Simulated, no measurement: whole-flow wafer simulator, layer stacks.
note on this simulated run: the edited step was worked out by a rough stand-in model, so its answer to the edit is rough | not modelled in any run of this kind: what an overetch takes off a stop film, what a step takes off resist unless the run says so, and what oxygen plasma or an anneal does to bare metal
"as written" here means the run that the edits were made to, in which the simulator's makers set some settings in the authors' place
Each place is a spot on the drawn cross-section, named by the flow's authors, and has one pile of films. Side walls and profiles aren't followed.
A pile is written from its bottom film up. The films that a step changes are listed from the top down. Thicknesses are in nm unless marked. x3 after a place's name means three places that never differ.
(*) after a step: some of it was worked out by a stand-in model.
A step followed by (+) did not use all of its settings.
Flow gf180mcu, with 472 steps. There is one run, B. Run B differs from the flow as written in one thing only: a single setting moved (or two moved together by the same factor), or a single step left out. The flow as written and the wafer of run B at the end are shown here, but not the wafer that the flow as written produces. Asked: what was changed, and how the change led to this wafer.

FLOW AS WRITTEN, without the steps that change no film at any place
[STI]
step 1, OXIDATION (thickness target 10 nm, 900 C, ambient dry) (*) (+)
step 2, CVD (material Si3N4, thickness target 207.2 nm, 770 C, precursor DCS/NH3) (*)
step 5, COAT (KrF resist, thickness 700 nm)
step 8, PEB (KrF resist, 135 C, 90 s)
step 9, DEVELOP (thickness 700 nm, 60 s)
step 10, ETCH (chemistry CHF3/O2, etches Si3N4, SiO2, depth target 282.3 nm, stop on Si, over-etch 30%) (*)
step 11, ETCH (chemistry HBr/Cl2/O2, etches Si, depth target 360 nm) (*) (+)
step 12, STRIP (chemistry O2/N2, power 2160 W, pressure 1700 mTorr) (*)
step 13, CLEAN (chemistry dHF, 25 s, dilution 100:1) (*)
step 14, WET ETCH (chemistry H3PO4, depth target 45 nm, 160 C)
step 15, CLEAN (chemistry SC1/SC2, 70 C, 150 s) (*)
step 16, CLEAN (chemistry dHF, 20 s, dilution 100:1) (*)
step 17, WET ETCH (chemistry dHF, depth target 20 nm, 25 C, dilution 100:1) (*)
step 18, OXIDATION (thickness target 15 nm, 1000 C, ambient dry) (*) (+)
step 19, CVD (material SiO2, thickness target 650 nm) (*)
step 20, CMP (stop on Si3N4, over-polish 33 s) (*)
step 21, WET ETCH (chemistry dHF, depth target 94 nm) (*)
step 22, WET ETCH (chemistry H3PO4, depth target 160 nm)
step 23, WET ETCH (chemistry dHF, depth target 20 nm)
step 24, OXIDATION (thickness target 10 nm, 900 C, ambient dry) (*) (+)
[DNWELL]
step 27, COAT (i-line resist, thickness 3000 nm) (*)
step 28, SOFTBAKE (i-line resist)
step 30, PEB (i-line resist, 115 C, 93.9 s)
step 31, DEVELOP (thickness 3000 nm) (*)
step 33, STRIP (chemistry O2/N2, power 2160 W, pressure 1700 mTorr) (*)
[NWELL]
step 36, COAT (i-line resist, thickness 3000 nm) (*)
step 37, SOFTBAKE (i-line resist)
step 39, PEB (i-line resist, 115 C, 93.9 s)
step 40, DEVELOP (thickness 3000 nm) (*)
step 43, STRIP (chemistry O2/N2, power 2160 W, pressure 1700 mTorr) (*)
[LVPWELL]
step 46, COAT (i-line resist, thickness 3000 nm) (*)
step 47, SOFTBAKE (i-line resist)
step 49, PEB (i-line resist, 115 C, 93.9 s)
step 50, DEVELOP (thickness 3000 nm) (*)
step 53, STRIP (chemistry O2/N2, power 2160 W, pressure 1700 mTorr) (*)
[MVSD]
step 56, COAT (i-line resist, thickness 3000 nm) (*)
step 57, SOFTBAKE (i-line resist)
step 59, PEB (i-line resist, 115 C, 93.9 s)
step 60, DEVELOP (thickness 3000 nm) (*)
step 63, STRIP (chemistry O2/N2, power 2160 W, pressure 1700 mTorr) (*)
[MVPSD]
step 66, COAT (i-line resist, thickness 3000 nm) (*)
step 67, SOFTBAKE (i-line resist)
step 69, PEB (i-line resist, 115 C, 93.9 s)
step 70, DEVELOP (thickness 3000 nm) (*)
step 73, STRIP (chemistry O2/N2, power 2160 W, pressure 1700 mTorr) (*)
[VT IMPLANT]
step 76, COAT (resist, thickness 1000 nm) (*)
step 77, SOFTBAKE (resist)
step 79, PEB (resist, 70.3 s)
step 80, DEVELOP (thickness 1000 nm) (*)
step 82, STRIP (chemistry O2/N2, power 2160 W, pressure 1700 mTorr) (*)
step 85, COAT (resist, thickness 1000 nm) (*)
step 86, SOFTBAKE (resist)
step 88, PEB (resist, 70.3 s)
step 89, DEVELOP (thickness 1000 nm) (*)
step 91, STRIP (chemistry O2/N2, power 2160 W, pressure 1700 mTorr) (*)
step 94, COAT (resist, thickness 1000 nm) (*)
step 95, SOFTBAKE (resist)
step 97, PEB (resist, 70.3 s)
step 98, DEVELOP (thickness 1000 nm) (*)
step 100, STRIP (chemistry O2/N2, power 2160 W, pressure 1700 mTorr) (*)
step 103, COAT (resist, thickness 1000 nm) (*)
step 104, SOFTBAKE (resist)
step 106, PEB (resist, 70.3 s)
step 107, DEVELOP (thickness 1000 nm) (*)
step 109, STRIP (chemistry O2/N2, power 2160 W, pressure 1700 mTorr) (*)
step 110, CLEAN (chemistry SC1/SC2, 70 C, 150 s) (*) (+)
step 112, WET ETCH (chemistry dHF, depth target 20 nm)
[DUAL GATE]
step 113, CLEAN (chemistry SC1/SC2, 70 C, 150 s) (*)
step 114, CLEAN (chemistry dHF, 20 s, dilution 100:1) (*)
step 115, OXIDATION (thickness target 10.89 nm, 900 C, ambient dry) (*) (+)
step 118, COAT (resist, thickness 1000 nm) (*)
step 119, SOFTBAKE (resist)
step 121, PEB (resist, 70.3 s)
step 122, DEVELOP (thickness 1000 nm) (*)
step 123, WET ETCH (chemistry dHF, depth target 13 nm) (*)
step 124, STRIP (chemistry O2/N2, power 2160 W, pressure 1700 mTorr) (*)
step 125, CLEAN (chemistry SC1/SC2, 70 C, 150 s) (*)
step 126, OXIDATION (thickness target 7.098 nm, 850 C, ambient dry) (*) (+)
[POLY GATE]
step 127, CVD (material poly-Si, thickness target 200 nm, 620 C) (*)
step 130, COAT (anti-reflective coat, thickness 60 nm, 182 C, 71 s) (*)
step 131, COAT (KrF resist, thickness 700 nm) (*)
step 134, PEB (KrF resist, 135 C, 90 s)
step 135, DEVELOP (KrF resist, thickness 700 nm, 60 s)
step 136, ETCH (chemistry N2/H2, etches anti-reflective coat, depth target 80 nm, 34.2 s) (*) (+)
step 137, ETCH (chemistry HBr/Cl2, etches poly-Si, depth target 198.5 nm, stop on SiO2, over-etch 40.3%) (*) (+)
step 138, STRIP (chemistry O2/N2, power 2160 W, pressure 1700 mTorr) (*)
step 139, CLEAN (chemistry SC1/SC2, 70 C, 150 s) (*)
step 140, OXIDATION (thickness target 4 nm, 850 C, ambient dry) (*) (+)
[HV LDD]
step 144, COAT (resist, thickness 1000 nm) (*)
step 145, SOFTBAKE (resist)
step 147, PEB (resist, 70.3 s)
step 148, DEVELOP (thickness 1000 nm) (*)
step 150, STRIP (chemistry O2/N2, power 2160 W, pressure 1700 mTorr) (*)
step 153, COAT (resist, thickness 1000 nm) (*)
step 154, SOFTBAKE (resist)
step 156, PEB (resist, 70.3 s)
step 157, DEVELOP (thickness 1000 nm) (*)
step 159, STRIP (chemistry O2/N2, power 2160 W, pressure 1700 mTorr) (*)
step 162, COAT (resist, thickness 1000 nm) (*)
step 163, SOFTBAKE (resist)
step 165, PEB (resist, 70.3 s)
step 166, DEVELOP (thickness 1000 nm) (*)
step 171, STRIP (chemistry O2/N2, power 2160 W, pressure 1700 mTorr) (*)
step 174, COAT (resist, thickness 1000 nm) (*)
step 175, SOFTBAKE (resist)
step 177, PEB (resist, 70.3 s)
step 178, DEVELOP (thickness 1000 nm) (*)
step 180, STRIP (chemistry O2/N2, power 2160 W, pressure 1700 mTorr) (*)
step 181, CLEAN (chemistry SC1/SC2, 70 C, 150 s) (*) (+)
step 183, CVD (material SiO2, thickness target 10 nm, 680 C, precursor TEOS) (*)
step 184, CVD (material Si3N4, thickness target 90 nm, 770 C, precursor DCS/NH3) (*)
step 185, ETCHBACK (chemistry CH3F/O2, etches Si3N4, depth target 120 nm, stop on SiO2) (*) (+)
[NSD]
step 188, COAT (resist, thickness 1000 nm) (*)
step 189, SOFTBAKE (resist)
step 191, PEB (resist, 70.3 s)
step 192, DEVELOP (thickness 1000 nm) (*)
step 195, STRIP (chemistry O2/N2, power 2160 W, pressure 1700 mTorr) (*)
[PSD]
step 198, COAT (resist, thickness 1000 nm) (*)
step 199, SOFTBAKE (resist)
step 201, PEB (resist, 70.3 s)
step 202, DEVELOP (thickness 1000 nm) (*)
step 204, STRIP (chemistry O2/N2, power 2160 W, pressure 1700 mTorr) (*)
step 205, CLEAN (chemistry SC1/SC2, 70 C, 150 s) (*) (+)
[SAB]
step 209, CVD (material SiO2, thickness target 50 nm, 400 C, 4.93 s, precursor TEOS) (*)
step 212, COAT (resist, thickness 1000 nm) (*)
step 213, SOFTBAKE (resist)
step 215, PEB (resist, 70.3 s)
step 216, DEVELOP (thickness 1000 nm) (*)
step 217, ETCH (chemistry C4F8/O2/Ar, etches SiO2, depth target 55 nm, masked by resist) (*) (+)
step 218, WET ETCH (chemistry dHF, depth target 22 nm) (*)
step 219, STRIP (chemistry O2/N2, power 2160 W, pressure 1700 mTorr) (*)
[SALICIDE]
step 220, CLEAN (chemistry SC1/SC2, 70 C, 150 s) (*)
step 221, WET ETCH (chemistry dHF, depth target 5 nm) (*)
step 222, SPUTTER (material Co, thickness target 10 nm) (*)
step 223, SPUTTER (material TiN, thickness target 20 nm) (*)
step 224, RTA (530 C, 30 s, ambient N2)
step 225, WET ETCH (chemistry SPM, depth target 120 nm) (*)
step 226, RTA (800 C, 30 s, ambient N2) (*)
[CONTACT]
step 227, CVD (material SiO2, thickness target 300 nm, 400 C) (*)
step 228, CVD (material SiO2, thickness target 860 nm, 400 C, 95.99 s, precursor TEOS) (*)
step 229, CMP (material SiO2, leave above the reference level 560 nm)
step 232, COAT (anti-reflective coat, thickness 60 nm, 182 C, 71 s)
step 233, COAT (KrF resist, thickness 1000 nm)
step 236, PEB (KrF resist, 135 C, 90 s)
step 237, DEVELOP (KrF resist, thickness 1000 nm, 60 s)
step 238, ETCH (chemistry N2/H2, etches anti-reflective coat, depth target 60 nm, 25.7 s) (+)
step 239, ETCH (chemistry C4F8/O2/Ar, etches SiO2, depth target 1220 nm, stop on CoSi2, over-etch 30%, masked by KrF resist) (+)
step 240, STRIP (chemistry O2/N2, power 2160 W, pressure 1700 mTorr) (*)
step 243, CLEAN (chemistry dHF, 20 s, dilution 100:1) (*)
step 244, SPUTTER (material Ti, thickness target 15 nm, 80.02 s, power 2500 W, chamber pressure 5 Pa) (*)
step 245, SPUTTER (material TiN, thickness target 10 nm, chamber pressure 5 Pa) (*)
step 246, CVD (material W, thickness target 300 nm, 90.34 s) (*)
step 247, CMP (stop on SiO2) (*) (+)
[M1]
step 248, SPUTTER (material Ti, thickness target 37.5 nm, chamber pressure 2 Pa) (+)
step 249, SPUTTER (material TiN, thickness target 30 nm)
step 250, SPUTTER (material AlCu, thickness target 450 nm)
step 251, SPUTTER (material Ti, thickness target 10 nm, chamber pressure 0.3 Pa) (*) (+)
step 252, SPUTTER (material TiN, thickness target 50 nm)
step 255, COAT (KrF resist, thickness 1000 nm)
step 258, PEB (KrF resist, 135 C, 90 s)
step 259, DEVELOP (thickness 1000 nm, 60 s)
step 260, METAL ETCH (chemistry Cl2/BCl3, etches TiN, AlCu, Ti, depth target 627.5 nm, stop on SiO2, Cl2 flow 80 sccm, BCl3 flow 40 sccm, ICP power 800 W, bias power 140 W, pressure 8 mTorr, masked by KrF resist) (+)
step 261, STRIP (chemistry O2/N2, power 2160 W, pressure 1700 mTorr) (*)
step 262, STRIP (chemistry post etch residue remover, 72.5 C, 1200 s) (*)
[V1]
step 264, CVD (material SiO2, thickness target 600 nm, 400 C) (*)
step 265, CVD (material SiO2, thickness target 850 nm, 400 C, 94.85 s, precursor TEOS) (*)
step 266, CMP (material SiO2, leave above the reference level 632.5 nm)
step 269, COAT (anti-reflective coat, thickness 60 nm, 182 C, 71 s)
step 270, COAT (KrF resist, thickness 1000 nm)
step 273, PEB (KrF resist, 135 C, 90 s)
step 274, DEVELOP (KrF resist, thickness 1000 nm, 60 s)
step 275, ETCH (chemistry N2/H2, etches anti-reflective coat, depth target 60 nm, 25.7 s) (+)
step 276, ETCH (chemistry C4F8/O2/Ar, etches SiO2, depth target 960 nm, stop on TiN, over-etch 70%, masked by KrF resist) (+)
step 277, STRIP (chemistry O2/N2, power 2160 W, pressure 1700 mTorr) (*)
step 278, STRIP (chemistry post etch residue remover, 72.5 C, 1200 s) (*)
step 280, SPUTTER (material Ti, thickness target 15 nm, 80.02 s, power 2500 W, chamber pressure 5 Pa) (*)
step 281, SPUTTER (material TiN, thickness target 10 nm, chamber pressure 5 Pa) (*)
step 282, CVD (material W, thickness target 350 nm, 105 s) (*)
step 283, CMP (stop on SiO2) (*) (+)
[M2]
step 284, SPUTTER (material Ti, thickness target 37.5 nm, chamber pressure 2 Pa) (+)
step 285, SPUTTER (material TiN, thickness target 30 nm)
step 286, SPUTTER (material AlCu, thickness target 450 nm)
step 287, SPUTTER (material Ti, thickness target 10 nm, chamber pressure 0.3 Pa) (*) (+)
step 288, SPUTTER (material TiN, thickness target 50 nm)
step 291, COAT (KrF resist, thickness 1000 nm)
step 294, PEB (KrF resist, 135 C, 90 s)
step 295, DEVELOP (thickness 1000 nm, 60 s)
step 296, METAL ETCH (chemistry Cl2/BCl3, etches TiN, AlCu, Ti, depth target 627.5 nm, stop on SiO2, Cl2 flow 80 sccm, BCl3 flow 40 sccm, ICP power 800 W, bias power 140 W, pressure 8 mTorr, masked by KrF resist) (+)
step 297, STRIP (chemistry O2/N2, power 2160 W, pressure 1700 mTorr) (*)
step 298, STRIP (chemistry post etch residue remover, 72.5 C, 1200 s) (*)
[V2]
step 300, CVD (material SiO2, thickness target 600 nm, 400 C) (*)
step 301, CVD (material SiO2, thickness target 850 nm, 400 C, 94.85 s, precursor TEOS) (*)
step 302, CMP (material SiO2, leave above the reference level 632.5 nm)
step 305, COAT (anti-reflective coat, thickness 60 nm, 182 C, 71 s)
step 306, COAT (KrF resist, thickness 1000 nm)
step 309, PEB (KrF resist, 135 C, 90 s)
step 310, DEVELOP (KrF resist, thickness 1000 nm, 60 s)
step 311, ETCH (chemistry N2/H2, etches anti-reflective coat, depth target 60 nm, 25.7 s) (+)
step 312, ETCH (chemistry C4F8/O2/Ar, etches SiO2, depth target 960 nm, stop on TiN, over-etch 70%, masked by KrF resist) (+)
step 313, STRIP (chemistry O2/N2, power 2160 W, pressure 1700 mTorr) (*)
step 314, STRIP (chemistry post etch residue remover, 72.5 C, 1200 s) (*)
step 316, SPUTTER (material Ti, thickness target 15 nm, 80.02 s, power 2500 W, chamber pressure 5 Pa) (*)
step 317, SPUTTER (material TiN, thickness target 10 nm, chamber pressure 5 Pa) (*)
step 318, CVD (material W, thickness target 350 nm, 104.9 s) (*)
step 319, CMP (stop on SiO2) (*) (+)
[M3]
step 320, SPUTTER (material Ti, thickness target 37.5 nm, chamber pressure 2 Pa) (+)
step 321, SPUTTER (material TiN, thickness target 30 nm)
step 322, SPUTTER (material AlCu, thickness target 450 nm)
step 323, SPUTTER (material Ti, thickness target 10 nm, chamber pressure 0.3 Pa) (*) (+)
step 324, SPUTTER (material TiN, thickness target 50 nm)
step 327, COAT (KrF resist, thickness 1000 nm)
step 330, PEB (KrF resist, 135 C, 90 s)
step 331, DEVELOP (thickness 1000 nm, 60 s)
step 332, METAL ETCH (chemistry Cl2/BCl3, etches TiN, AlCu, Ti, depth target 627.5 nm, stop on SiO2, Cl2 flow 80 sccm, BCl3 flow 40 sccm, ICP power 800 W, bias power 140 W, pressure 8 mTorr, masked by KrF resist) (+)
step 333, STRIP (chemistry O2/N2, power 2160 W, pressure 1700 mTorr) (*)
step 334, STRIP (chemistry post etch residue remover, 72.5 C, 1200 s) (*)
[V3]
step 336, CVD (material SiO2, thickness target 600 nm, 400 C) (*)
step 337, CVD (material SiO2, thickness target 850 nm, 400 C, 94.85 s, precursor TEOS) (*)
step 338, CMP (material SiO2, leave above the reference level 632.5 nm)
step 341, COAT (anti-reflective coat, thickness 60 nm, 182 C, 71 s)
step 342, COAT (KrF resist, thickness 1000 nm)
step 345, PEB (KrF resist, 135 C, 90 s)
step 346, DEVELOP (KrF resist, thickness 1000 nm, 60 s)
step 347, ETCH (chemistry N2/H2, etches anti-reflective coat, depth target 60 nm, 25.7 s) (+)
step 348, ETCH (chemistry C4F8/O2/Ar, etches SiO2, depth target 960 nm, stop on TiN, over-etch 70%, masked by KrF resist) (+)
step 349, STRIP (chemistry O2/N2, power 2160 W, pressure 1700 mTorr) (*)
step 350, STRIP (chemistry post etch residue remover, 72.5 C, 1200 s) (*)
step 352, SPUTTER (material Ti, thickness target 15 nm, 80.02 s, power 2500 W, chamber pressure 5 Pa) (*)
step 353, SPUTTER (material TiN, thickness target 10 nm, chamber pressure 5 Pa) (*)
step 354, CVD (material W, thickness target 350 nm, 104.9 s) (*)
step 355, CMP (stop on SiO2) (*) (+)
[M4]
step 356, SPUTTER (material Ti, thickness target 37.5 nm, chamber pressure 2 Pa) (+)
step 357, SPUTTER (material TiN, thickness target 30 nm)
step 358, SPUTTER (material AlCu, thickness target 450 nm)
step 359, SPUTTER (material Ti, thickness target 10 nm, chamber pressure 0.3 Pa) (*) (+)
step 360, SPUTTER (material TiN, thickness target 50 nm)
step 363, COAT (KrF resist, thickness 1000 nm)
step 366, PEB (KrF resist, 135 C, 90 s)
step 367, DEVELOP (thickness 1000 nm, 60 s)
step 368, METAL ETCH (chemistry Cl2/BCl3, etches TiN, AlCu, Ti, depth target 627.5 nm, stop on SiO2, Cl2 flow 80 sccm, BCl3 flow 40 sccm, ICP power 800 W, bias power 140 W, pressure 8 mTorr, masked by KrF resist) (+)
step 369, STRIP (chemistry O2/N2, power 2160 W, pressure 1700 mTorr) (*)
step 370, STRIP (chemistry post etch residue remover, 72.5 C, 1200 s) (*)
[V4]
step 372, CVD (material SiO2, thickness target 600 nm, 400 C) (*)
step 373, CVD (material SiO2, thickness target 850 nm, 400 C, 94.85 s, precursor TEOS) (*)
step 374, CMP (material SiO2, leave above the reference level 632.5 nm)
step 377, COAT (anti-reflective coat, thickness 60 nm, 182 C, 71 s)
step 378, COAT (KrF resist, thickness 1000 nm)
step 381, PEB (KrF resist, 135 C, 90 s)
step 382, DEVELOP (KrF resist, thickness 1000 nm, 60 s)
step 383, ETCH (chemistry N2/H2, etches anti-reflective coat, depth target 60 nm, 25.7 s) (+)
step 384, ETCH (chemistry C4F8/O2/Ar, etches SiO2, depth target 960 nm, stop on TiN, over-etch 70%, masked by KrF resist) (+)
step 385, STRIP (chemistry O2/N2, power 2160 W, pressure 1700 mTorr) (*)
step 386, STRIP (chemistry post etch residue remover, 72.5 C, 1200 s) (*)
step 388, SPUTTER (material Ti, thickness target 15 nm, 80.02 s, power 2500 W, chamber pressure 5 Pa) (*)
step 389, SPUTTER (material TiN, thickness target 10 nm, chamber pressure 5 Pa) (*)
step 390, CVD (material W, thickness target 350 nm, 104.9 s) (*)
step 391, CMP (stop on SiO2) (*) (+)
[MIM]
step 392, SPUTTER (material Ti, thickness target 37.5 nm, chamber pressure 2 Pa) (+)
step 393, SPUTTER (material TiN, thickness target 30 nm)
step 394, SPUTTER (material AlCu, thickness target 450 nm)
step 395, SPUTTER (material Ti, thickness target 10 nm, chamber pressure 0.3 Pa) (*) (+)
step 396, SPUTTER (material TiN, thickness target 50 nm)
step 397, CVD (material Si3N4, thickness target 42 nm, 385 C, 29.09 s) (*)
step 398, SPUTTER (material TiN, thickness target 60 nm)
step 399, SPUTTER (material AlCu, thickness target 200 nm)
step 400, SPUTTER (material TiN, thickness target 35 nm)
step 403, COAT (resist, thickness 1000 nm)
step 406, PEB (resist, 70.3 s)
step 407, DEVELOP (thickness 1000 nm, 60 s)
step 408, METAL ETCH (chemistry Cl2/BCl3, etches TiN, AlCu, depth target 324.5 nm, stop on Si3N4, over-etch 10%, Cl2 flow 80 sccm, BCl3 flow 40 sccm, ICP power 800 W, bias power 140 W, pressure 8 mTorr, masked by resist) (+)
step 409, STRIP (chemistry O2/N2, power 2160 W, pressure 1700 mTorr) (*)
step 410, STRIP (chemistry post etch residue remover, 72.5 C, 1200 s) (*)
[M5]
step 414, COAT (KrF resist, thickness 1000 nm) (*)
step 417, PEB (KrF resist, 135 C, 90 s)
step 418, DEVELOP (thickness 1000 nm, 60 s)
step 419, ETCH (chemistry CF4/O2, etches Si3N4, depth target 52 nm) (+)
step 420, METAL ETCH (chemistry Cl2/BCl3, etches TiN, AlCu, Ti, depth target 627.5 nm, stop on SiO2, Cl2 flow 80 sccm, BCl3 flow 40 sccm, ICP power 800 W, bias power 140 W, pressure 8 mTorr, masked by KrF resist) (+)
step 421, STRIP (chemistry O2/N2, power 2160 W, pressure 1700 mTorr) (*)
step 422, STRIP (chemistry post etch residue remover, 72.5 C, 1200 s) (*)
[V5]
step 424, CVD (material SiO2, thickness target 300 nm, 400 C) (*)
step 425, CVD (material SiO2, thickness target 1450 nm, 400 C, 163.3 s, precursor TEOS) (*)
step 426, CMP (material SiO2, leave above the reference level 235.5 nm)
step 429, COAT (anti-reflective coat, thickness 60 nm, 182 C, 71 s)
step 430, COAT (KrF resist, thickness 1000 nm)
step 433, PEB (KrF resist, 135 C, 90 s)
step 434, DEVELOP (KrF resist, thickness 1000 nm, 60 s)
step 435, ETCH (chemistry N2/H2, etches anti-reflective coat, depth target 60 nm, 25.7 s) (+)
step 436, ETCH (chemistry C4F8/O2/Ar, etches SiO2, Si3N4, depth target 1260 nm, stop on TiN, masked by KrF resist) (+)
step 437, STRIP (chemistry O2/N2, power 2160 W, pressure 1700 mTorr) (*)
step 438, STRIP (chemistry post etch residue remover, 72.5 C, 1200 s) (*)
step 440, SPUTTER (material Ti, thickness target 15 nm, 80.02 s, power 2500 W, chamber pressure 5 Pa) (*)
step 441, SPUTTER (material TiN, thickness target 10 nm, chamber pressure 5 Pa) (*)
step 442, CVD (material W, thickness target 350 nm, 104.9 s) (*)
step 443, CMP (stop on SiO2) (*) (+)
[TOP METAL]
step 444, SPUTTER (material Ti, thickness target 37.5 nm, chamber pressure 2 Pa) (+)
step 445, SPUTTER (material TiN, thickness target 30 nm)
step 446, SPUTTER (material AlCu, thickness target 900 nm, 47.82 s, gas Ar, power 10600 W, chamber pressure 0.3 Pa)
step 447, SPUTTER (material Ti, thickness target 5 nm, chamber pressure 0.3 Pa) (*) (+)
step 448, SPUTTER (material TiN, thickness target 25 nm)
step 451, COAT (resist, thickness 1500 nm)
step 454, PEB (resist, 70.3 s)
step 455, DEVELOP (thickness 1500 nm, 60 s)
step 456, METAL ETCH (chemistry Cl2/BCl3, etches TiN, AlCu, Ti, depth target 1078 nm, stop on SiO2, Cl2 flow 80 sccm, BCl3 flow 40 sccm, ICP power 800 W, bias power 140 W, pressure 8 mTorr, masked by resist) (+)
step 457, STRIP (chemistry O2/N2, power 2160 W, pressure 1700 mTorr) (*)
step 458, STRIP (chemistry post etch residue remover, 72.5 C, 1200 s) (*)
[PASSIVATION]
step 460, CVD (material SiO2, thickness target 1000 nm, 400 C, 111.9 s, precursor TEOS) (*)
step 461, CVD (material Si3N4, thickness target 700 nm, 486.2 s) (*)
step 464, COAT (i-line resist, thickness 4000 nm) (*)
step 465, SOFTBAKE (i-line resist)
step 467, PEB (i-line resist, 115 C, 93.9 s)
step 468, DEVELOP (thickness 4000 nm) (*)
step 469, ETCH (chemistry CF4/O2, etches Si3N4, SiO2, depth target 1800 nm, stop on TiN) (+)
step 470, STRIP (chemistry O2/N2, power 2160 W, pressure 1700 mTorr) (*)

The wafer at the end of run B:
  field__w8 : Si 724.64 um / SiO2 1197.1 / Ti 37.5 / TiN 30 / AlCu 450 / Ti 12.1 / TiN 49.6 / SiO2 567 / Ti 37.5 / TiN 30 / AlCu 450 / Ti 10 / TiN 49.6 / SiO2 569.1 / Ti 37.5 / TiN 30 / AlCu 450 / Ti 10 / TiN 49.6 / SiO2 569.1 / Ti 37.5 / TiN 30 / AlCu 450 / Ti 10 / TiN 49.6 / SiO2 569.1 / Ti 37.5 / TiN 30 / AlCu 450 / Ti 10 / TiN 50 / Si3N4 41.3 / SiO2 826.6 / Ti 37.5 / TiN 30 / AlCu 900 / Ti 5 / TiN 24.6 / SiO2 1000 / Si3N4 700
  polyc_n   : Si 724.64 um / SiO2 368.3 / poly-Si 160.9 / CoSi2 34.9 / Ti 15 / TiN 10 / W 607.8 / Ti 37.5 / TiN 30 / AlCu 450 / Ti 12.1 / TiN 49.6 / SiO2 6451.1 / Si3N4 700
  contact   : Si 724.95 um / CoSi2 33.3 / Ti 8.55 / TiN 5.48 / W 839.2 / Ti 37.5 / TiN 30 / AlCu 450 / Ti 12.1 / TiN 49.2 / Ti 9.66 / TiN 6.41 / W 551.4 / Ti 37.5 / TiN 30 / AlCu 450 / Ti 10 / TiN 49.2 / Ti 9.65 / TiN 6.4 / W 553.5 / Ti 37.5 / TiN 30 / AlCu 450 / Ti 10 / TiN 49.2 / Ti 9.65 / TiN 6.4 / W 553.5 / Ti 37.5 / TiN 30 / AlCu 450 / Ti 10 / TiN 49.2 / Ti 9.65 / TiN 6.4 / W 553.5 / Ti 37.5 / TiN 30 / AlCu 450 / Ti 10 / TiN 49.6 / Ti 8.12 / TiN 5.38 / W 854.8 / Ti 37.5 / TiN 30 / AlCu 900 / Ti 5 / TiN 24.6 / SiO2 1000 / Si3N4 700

Cause: step 251, SPUTTER: thickness target 12.1 nm was run, though the flow has thickness target 10 nm.
The wafer itself shows it: field__w8 has Ti 12.1, and step 251 as written asks for 10 nm.

The path from the change to this, step by step:
  step 251, SPUTTER (material Ti, thickness target 10 nm, chamber pressure 0.3 Pa) (*) (+)
      field, field__w1, field__w2 and 108 more: +12.1 Ti (new film) (as written it would have been: +10 Ti (new film))
  step 260, METAL ETCH (chemistry Cl2/BCl3, etches TiN, AlCu, Ti, depth target 627.5 nm, stop on SiO2, Cl2 flow 80 sccm, BCl3 flow 40 sccm, ICP power 800 W, bias power 140 W, pressure 8 mTorr, masked by KrF resist) (+)
      field, field__w1, field__w2 and 99 more: -50 TiN (all of it), -12.1 Ti (all of it), -450 AlCu (all of it), -30 TiN (all of it), -37.5 Ti (all of it) (as written it would have been: -50 TiN (all of it), -10 Ti (all of it), -450 AlCu (all of it), -30 TiN (all of it), -37.5 Ti (all of it))
